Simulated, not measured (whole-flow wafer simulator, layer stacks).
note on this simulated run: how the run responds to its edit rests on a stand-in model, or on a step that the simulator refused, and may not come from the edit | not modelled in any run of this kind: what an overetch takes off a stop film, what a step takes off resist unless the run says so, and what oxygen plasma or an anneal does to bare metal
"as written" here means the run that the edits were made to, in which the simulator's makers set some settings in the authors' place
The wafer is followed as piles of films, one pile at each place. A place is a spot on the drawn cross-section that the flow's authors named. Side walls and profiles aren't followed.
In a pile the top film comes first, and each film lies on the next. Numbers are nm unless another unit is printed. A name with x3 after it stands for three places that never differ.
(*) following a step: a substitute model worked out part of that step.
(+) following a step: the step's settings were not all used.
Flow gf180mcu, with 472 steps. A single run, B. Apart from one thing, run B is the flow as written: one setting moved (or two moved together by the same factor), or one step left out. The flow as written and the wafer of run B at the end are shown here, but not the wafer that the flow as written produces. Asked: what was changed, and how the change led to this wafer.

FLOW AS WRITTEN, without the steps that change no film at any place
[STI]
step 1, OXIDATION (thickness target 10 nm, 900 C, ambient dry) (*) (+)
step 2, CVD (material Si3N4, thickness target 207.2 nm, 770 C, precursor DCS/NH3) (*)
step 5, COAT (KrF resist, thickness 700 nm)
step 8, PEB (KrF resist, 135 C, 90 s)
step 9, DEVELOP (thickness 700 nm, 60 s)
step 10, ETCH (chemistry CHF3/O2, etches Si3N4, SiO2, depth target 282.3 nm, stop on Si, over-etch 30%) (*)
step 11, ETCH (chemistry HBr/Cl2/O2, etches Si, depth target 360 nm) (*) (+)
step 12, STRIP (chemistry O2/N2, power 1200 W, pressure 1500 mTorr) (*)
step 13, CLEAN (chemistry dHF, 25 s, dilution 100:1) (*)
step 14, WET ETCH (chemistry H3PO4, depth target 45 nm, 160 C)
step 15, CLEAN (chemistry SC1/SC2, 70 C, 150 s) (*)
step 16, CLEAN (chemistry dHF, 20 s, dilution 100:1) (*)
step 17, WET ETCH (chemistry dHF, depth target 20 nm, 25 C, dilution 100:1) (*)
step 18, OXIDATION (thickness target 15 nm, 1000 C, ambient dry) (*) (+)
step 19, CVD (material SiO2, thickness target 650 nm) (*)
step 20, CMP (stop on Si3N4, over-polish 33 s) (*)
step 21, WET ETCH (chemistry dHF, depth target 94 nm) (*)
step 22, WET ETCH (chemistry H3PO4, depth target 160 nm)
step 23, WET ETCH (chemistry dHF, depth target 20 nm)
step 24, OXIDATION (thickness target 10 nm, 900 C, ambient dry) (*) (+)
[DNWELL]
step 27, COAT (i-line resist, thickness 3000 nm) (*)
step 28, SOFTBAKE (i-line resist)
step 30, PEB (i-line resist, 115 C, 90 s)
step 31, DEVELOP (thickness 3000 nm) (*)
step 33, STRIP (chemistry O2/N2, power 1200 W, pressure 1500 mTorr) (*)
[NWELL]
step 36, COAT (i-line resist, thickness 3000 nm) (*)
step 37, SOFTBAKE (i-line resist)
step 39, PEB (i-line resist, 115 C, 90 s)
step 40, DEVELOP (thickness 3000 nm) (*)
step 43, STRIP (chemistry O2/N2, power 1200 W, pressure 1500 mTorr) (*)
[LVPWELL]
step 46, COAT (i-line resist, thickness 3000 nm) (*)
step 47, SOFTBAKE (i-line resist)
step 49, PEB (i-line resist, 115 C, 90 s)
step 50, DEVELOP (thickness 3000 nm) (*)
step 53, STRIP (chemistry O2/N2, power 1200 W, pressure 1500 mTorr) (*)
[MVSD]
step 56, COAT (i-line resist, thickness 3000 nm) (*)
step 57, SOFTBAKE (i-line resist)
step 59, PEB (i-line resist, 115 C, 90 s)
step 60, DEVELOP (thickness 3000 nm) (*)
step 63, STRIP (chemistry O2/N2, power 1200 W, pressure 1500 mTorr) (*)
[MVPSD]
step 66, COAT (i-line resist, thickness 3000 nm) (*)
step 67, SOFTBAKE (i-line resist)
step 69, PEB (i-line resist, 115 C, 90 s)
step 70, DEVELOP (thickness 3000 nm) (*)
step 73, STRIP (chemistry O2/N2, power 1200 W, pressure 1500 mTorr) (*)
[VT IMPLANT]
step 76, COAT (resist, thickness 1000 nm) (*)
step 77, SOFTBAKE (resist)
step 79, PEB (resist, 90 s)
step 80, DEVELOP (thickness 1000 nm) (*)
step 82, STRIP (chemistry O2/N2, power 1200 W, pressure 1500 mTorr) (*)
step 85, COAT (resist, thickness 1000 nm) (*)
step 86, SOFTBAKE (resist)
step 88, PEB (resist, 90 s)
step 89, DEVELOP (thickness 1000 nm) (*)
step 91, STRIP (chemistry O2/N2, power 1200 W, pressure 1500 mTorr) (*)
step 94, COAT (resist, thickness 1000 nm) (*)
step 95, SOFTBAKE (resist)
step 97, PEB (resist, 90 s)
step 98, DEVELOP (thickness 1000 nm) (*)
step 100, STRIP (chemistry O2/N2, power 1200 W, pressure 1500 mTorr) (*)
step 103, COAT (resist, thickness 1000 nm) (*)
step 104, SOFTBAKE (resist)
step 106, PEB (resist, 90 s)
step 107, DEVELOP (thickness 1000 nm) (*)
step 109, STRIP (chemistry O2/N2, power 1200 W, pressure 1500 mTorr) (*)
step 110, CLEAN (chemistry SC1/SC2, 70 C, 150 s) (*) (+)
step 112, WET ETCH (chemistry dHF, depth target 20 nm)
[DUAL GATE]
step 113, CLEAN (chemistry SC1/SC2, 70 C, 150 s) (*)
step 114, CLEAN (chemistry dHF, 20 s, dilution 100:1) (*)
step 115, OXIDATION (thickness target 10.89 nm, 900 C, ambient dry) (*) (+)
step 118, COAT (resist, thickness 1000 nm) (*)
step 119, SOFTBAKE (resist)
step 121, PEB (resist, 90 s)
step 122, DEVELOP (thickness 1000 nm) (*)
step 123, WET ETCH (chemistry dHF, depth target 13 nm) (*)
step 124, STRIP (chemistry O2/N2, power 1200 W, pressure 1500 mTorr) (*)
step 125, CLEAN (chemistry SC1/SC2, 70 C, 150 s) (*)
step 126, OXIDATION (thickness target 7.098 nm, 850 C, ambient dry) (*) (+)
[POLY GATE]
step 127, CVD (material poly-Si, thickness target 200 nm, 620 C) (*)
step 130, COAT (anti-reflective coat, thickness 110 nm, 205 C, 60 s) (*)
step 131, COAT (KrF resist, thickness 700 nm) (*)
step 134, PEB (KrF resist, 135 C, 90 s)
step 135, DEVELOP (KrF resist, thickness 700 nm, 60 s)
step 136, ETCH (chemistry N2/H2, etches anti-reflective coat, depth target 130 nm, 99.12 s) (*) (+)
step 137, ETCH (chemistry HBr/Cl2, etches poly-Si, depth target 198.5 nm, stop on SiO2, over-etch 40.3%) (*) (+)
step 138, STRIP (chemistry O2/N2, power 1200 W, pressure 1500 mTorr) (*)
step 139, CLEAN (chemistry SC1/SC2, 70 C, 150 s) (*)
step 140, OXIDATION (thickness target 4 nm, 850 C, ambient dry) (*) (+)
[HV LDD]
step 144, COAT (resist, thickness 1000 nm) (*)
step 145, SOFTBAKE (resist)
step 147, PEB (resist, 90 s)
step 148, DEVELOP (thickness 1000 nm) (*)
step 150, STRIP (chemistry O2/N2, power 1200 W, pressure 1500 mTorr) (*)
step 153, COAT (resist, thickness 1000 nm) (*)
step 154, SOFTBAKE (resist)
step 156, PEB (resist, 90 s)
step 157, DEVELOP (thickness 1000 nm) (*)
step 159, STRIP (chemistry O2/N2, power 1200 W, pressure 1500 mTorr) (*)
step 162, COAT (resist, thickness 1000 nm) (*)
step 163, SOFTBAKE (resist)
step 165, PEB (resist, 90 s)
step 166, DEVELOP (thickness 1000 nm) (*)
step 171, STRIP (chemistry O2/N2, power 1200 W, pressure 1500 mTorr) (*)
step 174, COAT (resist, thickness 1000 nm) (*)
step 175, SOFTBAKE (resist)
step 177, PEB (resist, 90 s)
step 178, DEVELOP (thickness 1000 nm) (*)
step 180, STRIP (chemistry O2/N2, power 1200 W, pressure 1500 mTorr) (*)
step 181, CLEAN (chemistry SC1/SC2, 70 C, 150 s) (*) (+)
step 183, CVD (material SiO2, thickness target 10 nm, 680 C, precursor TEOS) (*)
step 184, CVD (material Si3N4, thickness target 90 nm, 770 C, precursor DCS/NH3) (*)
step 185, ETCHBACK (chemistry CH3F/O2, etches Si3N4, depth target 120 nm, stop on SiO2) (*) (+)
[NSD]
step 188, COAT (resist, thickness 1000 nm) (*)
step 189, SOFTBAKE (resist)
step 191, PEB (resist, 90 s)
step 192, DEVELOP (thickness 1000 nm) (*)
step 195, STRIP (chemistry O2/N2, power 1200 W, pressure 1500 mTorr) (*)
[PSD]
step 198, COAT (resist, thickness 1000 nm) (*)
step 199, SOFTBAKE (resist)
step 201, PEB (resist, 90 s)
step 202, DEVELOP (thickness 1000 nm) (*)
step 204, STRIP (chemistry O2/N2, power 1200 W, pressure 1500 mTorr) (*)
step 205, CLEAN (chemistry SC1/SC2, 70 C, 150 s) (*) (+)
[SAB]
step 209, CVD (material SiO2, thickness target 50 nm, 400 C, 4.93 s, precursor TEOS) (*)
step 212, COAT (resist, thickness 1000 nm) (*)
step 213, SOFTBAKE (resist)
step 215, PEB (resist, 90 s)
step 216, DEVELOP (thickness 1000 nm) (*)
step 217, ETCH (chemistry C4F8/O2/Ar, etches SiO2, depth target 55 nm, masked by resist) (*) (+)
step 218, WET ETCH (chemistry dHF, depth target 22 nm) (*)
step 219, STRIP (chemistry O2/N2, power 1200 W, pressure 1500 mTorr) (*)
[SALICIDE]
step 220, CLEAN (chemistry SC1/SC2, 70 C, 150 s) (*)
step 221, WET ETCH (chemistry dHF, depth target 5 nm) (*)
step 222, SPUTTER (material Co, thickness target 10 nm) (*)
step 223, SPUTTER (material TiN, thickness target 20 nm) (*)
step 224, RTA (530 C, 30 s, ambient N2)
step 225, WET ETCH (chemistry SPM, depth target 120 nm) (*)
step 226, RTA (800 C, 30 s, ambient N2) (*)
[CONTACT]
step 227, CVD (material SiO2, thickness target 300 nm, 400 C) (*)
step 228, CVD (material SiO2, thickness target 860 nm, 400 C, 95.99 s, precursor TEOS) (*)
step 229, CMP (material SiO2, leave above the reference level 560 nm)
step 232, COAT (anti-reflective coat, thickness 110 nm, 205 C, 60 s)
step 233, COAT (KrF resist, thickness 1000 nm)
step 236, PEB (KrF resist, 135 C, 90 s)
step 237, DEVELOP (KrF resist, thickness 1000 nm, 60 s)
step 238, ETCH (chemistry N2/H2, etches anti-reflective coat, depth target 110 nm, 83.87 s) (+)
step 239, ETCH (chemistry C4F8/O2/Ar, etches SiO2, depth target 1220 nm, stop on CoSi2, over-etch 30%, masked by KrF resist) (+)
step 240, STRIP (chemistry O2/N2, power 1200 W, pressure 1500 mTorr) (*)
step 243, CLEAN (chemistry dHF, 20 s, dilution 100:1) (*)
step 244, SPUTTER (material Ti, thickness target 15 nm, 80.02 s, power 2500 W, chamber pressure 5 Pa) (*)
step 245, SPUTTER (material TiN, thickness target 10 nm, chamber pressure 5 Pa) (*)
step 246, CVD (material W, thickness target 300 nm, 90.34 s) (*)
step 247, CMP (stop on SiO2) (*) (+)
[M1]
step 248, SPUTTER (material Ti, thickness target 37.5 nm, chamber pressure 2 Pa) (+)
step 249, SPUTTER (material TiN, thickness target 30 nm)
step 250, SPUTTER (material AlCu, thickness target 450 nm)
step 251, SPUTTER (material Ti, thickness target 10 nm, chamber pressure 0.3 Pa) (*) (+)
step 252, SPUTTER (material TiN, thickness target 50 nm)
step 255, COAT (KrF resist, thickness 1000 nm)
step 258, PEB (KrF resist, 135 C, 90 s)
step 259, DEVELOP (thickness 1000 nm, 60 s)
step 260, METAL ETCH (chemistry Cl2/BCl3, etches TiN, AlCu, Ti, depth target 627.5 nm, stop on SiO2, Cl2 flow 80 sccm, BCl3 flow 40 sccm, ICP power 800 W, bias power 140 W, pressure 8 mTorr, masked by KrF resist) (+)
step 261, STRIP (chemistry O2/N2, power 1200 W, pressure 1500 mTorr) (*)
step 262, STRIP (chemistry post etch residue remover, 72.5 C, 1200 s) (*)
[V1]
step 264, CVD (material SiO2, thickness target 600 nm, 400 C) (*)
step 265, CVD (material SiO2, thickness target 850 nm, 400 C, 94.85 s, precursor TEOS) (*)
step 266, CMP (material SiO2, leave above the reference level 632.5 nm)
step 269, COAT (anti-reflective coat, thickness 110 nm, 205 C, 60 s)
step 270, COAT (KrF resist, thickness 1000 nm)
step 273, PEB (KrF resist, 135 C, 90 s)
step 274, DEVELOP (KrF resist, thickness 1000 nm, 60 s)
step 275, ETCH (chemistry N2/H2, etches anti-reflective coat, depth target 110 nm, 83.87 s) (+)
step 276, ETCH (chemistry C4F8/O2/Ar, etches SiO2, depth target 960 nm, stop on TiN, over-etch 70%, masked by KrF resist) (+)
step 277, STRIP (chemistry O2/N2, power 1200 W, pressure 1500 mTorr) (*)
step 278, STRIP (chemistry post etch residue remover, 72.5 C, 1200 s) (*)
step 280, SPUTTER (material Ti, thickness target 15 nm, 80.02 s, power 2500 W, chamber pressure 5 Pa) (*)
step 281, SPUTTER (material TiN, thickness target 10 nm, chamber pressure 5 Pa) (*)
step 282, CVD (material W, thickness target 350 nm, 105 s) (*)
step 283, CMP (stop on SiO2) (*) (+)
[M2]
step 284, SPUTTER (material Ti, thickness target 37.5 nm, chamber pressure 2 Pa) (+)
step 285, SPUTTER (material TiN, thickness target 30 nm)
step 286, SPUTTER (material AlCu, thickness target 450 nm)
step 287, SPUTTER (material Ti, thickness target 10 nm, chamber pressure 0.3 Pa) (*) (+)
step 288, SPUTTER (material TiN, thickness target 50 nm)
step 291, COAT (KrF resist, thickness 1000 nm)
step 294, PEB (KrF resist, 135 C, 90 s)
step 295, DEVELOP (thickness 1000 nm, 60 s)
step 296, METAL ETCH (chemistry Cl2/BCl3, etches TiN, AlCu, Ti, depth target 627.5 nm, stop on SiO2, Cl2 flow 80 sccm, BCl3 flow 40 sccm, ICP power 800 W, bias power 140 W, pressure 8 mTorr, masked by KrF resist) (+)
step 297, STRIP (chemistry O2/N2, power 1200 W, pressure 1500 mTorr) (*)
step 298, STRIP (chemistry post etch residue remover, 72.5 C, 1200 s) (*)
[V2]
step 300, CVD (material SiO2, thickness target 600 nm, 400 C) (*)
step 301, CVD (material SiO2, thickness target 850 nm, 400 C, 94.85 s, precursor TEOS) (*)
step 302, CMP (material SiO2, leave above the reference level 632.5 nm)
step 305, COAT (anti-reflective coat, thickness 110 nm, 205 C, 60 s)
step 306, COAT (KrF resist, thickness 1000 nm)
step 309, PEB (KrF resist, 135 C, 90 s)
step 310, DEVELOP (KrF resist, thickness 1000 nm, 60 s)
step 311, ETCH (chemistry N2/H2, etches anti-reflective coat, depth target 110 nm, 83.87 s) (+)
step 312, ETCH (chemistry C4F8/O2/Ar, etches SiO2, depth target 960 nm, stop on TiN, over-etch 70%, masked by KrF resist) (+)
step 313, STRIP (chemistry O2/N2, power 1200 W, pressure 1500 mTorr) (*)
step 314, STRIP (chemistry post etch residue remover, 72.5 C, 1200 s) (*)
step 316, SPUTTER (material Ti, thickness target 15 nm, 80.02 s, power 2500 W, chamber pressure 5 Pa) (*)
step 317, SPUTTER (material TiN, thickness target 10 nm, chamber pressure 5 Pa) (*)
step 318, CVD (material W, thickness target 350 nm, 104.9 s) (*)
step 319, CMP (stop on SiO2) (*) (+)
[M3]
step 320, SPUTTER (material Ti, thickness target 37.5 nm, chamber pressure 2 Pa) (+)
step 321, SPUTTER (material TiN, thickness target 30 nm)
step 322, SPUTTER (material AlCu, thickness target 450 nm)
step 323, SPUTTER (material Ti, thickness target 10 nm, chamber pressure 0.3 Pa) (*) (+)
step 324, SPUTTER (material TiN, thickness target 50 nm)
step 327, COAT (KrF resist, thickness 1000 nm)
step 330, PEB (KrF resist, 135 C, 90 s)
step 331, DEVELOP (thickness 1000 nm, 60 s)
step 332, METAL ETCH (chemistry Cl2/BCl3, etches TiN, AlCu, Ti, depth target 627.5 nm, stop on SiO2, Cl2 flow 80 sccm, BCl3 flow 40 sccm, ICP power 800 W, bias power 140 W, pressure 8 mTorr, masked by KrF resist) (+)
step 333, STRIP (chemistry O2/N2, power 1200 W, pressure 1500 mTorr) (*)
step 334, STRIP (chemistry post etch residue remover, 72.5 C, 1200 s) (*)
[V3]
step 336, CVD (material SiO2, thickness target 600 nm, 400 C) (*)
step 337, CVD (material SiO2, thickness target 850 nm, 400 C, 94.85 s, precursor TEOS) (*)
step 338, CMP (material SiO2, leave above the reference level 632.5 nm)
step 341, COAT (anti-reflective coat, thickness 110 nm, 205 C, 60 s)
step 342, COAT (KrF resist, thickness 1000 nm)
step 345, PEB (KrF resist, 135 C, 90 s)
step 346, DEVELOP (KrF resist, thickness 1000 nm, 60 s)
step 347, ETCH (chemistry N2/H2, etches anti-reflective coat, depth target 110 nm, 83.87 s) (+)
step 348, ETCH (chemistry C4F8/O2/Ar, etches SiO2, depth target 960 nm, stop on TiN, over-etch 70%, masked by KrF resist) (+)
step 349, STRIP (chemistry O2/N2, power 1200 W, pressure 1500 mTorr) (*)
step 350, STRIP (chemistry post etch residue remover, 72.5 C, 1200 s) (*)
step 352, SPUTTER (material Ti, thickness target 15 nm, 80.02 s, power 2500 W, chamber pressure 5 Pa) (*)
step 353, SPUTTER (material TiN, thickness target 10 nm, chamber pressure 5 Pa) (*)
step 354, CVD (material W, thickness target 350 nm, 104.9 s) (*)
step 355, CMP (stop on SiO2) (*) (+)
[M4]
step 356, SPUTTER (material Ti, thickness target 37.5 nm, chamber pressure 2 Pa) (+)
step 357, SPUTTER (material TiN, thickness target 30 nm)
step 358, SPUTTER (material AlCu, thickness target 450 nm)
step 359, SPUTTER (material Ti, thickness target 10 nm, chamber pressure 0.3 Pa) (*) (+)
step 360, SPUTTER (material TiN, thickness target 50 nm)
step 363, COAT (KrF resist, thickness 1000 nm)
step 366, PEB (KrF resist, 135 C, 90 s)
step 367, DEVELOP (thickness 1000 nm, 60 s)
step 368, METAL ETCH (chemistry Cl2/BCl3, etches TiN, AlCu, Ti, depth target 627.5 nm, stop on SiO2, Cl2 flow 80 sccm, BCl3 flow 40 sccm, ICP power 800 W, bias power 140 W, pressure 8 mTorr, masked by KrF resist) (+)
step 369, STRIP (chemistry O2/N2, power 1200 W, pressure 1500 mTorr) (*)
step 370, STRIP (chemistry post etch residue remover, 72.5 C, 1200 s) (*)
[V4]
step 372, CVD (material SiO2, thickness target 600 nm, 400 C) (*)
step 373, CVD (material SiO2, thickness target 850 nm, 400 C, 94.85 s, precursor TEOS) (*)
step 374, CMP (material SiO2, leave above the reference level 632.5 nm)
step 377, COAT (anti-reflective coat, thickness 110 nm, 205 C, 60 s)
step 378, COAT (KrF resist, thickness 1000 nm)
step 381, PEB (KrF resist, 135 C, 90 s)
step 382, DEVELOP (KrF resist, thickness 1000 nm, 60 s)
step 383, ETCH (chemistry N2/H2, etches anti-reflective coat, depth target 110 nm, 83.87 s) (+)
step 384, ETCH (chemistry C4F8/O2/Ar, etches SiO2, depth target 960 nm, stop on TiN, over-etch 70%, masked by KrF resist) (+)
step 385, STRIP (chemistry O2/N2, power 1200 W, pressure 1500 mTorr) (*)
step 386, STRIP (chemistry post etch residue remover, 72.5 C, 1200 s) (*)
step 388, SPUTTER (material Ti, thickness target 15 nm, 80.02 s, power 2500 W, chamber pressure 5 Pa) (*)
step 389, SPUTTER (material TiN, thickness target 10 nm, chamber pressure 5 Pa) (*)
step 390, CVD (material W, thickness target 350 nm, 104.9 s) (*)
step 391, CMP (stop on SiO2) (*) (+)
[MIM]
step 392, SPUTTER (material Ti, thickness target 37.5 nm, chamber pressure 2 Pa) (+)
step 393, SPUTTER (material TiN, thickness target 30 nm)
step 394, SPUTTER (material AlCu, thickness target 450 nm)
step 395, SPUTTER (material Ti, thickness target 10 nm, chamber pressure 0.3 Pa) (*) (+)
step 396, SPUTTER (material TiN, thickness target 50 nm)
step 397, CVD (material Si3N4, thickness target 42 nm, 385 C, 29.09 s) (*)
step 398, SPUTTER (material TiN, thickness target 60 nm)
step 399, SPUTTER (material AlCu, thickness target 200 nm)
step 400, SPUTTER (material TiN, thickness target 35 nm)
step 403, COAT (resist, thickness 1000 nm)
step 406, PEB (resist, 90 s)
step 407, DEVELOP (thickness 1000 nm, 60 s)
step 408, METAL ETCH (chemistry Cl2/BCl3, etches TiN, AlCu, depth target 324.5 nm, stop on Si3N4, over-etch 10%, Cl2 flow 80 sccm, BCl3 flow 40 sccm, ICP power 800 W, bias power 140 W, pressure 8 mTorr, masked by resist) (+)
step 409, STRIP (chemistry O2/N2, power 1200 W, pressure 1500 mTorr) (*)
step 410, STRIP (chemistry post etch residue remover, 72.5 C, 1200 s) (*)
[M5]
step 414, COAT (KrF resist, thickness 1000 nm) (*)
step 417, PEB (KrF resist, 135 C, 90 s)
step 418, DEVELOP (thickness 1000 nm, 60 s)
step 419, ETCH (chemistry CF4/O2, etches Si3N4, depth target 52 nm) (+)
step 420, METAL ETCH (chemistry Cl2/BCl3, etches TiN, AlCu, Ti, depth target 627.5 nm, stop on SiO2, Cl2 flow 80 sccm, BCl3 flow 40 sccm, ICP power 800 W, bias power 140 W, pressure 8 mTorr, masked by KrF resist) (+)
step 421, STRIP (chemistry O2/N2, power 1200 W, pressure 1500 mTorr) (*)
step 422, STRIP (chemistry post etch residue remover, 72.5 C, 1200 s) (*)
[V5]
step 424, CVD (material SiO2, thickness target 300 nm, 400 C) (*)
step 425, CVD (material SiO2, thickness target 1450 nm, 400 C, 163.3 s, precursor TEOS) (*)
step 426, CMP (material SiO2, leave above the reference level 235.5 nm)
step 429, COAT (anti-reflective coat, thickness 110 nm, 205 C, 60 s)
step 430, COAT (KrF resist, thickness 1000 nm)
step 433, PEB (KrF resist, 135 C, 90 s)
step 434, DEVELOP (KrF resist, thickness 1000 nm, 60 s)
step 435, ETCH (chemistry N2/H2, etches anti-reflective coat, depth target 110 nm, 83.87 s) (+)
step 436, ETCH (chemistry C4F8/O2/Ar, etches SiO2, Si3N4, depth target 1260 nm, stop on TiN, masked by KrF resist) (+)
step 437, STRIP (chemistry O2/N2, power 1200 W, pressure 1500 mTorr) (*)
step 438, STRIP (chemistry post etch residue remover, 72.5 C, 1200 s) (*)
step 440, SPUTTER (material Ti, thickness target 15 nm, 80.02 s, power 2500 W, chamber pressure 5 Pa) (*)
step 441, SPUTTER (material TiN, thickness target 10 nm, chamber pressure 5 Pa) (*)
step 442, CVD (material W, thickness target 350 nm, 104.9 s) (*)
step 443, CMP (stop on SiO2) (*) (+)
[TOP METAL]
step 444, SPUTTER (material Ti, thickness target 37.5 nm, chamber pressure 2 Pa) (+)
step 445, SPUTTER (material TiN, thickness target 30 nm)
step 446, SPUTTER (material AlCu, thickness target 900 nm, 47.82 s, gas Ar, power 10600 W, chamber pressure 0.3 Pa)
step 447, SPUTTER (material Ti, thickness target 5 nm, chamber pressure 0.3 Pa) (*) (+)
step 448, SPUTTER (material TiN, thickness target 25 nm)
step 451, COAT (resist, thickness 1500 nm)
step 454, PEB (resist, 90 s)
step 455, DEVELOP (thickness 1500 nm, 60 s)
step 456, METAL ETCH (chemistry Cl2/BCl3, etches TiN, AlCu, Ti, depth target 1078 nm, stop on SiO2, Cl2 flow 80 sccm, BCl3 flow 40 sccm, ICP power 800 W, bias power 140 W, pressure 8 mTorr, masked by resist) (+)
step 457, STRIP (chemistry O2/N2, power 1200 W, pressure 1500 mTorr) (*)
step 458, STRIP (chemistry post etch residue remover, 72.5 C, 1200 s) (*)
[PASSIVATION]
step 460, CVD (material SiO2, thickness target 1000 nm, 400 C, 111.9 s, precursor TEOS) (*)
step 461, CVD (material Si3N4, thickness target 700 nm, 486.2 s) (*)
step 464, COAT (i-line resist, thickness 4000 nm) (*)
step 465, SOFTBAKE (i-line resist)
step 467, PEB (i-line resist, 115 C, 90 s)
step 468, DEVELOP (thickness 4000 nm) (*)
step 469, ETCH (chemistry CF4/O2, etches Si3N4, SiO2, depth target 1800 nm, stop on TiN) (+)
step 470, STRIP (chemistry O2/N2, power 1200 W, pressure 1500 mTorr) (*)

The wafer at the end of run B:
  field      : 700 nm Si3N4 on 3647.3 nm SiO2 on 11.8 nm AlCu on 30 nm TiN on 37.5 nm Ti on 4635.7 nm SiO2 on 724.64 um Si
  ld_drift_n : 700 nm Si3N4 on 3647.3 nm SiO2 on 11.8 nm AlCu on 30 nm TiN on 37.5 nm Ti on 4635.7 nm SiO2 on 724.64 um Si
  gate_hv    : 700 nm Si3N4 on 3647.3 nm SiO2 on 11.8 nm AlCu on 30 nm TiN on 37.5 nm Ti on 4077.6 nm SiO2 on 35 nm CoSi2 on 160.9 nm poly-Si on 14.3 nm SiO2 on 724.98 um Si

Cause: step 358, SPUTTER: thickness target 585 nm was run, though the flow has thickness target 450 nm.

Step by step, how the change led to this:
  step 358, SPUTTER (material AlCu, thickness target 450 nm)
      field, field__w1, field__w2 and 108 more: +585 AlCu (new film) (it would be, as written: +450 AlCu (new film))
  step 368, METAL ETCH (chemistry Cl2/BCl3, etches TiN, AlCu, Ti, depth target 627.5 nm, stop on SiO2, Cl2 flow 80 sccm, BCl3 flow 40 sccm, ICP power 800 W, bias power 140 W, pressure 8 mTorr, masked by KrF resist) (+)
      field, field__w1, field__w2 and 103 more: -50 TiN (all of it), -10 Ti (all of it), -567.5 AlCu (it would be, as written: -50 TiN (all of it), -10 Ti (all of it), -450 AlCu (all of it), -30 TiN (all of it), -37.5 Ti (all of it))
  step 370, STRIP (chemistry post etch residue remover, 72.5 C, 1200 s) (*)
      field, field__w1, field__w2 and 103 more: -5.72 AlCu (it would be, as written: nothing)
  step 372, CVD (material SiO2, thickness target 600 nm, 400 C) (*)
      field, field__w1, field__w2 and 103 more: +600 SiO2 (new film) (it would be, as written: +600 SiO2)
  step 374, CMP (material SiO2, leave above the reference level 632.5 nm)
      field, field__w1, field__w2 and 103 more: -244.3 SiO2 (it would be, as written: -300 SiO2)
If metal films that touch count as one body, field has 1 body; the flow as written gives 0 bodies.
If metal films that touch count as one body, ld_drift_n has 1 body; the flow as written gives 0 bodies.
If metal films that touch count as one body, gate_hv has 2 bodies (between them, from the top down: SiO2 4077.6); the flow as written gives 1 body.
